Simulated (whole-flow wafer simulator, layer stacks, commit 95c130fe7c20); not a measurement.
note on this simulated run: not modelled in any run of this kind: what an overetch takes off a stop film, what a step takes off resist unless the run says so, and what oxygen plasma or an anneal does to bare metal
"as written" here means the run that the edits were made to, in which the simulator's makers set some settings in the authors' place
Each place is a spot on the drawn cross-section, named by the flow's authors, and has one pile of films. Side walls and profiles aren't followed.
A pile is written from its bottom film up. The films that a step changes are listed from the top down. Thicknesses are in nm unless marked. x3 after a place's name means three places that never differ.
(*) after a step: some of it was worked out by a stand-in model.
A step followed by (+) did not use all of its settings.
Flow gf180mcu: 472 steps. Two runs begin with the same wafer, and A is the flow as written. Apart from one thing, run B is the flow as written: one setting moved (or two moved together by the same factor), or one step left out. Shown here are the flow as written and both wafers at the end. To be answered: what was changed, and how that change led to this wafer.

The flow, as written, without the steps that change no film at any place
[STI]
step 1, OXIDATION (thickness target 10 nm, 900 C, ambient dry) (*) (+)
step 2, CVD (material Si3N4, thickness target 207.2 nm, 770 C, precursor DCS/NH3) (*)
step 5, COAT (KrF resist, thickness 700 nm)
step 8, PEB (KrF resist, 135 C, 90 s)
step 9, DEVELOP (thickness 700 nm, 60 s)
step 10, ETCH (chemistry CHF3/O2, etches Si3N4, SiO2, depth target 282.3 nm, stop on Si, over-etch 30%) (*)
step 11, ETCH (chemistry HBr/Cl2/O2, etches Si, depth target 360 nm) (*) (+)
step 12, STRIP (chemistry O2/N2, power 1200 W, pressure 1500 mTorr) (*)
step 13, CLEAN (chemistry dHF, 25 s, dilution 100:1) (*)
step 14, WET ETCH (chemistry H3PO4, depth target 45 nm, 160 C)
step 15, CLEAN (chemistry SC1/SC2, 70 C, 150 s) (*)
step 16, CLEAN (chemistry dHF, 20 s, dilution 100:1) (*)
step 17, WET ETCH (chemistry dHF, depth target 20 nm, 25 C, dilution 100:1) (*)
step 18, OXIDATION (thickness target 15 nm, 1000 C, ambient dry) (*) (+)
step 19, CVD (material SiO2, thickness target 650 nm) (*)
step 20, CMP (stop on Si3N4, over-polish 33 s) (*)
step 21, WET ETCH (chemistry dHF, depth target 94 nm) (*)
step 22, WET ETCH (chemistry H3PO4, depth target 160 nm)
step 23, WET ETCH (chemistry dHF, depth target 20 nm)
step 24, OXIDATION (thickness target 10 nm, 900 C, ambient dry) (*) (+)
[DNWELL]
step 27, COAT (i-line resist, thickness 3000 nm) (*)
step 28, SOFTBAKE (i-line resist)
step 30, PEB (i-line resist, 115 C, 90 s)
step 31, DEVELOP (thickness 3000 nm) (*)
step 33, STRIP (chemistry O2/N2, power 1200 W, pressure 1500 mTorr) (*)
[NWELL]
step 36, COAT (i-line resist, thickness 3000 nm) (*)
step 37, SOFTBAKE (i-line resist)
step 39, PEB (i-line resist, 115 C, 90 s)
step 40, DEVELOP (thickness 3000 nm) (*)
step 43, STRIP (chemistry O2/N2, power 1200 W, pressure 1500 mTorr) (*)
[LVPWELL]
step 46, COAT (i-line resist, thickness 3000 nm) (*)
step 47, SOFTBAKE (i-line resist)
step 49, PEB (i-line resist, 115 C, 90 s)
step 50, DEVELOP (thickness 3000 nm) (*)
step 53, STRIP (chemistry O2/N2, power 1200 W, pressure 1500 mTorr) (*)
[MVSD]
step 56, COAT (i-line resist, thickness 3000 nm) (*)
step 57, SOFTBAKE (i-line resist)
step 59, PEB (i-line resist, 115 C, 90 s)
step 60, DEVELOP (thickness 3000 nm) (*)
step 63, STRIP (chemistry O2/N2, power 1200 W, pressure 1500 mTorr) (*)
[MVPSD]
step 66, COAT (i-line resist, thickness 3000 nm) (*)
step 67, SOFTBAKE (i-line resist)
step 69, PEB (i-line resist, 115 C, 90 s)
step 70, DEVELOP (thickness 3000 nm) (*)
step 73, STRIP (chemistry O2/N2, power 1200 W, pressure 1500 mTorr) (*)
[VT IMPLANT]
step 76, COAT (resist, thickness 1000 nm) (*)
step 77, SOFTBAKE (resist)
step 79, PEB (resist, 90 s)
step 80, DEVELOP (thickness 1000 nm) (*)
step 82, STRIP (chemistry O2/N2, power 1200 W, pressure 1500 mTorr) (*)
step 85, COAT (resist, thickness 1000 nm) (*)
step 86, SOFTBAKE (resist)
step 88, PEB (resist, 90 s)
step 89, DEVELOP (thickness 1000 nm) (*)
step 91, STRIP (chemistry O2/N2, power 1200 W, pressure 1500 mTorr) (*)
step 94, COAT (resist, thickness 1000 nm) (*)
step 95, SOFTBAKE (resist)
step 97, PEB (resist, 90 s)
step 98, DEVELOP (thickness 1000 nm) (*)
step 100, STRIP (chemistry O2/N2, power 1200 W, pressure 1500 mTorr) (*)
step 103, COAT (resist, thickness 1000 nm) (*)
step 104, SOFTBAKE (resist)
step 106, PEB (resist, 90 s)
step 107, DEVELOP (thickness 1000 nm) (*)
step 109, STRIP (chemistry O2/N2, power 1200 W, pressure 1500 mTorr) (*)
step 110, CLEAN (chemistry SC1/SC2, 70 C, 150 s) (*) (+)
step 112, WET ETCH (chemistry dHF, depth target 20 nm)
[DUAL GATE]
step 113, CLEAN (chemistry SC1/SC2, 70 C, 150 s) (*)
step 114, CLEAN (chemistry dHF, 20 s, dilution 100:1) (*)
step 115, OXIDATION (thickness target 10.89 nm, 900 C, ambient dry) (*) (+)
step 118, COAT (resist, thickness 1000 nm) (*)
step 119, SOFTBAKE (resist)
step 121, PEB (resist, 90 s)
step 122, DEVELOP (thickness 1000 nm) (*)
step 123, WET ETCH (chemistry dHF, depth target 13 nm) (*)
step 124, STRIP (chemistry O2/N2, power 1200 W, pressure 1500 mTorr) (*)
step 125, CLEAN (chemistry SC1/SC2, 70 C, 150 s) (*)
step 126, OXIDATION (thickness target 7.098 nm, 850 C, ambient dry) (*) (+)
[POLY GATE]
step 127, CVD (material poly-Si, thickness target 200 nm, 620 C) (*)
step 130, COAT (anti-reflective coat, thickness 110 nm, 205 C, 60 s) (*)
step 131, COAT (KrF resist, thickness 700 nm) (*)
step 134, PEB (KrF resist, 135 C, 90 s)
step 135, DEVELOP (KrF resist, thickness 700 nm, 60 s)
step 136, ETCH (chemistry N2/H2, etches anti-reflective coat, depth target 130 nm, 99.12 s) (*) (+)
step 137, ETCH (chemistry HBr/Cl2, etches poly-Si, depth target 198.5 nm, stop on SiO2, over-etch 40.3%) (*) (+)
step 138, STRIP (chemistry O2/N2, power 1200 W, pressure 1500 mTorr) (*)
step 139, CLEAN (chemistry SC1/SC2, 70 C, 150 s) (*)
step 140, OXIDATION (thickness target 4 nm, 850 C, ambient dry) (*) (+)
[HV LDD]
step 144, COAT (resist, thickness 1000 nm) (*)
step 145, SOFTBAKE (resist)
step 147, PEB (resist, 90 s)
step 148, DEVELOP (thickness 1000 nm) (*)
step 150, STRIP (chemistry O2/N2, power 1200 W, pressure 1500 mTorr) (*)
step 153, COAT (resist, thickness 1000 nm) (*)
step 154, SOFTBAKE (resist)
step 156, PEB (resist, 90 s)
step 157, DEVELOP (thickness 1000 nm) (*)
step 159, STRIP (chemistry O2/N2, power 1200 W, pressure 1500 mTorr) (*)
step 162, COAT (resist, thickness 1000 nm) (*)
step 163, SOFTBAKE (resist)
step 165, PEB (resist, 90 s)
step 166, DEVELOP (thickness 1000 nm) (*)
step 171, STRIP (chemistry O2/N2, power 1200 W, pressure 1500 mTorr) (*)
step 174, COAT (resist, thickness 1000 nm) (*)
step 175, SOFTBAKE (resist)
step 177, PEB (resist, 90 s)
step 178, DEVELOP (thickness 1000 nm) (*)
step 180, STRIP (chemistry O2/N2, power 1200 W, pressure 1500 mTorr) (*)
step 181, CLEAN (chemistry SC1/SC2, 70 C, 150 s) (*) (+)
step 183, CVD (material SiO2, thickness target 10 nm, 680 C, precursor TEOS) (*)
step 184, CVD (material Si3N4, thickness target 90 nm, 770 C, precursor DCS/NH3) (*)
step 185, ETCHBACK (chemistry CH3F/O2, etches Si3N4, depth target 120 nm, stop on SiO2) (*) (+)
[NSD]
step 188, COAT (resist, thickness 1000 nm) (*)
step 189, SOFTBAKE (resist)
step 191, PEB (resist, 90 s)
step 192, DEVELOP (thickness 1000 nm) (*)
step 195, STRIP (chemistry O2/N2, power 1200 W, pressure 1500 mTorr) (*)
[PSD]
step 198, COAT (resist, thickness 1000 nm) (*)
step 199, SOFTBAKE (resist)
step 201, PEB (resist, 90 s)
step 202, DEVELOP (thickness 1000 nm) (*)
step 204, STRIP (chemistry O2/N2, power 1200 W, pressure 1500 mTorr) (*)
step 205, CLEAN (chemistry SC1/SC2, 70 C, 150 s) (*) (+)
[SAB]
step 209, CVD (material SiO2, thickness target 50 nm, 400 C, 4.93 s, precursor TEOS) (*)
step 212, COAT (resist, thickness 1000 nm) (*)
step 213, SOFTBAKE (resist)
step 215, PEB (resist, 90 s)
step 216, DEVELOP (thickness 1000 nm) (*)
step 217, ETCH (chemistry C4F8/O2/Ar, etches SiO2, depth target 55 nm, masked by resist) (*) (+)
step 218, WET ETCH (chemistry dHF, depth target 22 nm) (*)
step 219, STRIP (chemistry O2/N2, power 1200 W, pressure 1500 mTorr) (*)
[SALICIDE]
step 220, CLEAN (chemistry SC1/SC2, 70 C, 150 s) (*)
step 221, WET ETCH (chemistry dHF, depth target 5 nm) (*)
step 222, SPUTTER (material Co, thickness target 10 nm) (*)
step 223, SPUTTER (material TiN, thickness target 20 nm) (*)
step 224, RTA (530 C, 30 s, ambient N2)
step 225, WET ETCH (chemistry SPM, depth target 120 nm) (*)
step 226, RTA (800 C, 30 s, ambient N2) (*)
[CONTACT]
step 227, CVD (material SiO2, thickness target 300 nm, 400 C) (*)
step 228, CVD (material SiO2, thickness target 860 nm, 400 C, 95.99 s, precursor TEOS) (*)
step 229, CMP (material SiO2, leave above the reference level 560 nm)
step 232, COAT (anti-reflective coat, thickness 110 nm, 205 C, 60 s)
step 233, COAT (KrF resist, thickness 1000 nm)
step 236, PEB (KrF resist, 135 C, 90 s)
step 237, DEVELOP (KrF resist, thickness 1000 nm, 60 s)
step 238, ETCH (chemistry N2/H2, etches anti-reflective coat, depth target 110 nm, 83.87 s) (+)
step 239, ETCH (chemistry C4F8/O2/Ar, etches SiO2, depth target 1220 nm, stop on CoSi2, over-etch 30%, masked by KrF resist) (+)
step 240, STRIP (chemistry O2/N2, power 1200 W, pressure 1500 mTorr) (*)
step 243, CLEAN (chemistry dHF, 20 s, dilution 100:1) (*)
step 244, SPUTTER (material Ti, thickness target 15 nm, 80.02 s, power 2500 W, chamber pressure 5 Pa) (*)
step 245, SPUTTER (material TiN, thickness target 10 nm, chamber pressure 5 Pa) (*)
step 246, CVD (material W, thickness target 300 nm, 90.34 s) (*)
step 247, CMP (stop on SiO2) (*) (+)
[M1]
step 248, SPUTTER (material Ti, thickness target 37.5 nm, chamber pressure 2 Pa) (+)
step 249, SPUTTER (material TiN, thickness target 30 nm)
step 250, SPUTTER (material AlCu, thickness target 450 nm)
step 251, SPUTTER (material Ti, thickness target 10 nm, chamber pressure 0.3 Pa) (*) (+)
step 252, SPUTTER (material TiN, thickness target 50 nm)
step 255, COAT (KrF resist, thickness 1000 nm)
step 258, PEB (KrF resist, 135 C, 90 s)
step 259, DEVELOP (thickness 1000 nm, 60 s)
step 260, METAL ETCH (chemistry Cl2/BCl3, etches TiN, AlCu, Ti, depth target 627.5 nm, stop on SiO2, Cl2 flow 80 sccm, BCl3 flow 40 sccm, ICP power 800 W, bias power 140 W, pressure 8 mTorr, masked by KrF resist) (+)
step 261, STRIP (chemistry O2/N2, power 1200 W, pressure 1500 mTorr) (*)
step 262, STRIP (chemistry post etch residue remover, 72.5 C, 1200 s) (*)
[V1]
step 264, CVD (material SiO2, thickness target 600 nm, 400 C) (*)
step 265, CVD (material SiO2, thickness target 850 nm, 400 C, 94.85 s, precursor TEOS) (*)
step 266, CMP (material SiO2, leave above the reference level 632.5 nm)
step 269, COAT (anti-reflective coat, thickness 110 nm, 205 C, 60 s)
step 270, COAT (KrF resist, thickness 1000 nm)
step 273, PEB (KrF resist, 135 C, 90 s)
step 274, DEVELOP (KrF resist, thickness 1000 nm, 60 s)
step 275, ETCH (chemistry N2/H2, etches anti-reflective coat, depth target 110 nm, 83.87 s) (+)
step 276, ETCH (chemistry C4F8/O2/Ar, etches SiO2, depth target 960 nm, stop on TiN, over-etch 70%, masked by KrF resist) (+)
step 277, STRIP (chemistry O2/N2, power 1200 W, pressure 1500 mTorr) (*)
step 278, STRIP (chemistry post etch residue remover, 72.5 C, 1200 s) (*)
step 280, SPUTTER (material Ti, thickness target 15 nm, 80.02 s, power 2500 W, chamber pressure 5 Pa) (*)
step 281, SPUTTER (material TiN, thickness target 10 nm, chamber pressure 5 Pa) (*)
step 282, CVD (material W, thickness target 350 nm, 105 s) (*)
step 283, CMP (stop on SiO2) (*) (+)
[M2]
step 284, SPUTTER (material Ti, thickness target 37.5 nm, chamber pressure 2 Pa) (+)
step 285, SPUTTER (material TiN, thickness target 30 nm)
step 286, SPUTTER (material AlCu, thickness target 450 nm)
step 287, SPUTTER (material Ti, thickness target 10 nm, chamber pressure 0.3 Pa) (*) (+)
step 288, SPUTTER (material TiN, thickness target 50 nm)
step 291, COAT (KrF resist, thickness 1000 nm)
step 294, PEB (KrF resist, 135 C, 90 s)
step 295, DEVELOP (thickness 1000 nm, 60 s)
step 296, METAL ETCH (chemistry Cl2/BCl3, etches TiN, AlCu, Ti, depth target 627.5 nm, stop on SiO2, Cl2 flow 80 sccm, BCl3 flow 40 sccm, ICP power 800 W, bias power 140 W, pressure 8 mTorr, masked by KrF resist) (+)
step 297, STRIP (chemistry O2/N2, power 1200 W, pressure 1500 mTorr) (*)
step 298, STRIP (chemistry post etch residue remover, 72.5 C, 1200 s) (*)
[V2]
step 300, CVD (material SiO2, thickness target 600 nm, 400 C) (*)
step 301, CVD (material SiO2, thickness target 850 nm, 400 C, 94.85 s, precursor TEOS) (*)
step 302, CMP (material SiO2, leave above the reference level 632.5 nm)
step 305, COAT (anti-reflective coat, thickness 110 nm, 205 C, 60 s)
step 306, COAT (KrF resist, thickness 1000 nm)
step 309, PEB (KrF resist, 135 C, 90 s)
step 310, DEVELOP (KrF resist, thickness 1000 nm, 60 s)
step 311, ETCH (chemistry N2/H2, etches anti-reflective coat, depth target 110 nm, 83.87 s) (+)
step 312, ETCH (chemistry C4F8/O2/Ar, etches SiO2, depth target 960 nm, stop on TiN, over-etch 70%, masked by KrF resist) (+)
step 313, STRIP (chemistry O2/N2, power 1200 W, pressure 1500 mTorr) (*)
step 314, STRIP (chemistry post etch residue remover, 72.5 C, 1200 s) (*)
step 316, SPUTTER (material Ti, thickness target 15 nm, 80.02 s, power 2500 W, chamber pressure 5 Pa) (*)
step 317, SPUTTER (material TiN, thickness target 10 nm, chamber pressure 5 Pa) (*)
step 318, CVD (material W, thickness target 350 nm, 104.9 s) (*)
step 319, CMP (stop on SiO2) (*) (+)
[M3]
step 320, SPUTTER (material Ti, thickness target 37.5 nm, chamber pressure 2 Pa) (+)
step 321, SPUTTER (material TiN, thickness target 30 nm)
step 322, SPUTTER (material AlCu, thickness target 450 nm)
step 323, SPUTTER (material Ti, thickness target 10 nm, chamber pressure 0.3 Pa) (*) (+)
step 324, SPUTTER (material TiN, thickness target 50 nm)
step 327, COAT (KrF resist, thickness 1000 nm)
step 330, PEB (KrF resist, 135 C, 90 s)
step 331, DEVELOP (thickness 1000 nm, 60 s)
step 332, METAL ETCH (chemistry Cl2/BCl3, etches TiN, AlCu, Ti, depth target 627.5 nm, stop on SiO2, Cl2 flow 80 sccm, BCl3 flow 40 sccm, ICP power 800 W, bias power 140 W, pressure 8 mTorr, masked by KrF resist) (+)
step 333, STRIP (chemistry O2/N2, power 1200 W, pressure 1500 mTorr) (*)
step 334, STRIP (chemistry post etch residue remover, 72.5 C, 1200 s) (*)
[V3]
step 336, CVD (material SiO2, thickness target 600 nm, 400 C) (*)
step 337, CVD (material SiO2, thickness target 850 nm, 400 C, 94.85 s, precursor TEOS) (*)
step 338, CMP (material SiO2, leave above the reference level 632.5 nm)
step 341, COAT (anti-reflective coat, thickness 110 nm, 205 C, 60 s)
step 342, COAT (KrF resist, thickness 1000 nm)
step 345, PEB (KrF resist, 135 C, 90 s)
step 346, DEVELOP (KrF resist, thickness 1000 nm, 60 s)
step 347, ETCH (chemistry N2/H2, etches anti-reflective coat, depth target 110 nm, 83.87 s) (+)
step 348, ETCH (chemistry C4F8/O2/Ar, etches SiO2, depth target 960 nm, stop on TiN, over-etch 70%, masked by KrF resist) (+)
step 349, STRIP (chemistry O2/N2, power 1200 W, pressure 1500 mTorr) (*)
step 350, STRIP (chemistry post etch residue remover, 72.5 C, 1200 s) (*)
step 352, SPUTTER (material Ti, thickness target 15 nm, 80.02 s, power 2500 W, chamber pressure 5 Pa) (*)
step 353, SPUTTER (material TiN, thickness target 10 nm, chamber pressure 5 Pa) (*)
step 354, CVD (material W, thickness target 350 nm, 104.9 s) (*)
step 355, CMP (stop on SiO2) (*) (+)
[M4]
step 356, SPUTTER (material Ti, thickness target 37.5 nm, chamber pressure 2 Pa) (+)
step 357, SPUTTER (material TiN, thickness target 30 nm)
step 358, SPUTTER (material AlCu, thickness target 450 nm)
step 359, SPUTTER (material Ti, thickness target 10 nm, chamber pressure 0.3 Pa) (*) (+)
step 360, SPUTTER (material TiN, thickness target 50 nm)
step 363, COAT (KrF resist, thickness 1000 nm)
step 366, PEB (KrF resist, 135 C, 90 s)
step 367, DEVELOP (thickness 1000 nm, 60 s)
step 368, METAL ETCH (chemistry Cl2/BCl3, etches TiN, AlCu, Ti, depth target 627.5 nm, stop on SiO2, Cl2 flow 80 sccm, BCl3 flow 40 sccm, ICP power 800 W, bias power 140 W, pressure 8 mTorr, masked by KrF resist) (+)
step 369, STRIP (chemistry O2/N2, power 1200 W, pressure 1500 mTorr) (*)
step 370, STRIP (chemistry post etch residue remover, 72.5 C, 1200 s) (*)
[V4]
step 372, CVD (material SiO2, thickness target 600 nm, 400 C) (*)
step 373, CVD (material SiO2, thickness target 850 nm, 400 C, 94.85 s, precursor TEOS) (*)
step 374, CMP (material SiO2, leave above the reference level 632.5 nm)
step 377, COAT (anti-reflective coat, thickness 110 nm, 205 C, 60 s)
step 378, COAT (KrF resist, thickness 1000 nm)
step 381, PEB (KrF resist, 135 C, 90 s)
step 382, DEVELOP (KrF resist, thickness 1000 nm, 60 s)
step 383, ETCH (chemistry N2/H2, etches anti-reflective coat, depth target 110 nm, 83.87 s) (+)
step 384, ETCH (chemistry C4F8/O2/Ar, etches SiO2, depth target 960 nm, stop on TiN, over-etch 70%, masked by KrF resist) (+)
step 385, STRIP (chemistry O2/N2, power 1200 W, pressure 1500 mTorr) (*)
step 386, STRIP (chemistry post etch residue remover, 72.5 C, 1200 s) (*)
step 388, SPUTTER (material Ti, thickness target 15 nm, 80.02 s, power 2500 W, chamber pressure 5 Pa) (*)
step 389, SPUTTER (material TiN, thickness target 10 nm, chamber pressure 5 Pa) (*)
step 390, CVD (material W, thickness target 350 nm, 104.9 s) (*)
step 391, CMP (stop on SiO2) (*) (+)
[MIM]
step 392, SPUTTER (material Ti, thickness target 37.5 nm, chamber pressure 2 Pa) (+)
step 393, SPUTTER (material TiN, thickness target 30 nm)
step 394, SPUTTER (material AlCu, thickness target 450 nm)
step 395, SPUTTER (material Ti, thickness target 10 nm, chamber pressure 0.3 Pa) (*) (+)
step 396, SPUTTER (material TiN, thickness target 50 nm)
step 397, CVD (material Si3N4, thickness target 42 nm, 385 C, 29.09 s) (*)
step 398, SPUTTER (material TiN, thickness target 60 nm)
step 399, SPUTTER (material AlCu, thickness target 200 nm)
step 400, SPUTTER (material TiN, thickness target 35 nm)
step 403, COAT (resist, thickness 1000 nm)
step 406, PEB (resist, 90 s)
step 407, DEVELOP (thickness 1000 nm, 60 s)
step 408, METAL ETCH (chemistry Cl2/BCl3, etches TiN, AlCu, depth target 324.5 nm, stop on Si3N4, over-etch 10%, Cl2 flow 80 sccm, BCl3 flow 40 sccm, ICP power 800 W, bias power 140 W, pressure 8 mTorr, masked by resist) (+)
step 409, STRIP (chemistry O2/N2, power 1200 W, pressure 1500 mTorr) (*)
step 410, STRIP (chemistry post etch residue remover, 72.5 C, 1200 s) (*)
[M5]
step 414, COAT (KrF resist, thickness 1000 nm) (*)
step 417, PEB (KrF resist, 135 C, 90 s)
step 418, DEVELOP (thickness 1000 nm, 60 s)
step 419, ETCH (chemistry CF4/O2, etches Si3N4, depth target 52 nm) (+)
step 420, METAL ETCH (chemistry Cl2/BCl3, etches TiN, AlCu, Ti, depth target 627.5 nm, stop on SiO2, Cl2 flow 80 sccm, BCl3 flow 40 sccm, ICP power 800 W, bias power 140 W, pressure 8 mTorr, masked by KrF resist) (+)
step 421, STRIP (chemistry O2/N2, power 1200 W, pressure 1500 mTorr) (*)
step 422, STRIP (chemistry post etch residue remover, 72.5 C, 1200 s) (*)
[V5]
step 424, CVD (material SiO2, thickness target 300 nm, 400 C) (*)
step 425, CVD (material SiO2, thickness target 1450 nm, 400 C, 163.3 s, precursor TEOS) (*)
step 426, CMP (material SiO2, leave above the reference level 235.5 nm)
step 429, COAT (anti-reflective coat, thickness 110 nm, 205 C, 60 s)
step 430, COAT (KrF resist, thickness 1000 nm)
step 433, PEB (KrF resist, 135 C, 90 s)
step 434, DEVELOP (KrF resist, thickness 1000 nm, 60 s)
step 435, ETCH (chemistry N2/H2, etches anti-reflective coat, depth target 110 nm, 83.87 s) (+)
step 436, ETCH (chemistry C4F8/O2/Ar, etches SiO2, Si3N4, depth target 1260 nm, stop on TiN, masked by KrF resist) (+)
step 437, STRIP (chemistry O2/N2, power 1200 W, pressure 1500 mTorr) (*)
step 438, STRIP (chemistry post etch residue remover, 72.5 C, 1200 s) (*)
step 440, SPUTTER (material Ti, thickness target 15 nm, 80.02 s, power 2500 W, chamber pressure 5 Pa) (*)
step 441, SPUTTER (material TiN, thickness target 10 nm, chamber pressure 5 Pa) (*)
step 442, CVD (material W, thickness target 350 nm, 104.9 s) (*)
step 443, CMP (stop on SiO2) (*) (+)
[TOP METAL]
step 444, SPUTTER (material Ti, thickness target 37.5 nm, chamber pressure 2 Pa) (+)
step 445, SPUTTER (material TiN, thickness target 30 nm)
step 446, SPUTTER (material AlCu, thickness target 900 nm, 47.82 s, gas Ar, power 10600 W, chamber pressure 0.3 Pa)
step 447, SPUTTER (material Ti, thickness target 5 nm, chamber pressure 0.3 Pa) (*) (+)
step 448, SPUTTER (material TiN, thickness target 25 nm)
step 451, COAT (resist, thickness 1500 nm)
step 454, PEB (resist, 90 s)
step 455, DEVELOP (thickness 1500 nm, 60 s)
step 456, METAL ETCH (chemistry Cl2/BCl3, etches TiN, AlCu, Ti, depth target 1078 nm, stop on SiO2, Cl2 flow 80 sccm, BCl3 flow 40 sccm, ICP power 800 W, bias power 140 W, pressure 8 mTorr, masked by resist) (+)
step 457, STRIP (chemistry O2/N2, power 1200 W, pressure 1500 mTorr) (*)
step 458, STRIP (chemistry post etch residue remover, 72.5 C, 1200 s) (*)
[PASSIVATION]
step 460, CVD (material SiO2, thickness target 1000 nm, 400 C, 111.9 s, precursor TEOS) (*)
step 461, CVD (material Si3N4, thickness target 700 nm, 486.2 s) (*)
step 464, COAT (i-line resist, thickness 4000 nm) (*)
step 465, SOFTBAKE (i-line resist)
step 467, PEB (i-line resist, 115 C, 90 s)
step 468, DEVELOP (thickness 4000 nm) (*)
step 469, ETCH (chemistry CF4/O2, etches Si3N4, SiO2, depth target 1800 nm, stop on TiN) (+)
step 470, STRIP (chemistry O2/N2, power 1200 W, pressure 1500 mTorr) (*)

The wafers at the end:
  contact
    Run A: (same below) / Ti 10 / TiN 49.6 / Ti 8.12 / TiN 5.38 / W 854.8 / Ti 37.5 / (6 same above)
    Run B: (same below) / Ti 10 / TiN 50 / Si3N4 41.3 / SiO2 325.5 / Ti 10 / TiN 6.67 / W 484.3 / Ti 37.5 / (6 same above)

Cause: step 436, ETCH: depth target 504 nm was run, whereas the flow has depth target 1260 nm.

Step by step, how the change led to this:
  step 436, ETCH (chemistry C4F8/O2/Ar, etches SiO2, Si3N4, depth target 1260 nm, stop on TiN, masked by KrF resist) (+)
      contact: A SiO2 loses 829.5 (all of it), Si3N4 loses 41.3 (all of it) | B SiO2 loses 504
      field, field__w1, field__w2 and 108 more: A KrF resist loses 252 | B KrF resist loses 100.8
  step 437, STRIP (chemistry O2/N2, power 1200 W, pressure 1500 mTorr) (*)
      field, field__w1, field__w2 and 108 more: A KrF resist loses 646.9 (all of it), anti-reflective coat loses 110 (all of it) | B KrF resist loses 798.1 (all of it), anti-reflective coat loses 110 (all of it)
  step 440, SPUTTER (material Ti, thickness target 15 nm, 80.02 s, power 2500 W, chamber pressure 5 Pa) (*)
      contact: A Ti gains 8.12 (new film) | B Ti gains 10 (new film)
  step 441, SPUTTER (material TiN, thickness target 10 nm, chamber pressure 5 Pa) (*)
      contact: A TiN gains 5.38 (new film) | B TiN gains 6.67 (new film)
  step 442, CVD (material W, thickness target 350 nm, 104.9 s) (*)
      contact: A W gains 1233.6 (new film) | B W gains 863.1 (new film)
Taking metal films that touch as one body, contact has 2 bodies (between them, from the top down: SiO2 325.5 / Si3N4 41.3); the flow as written gives 1 body.
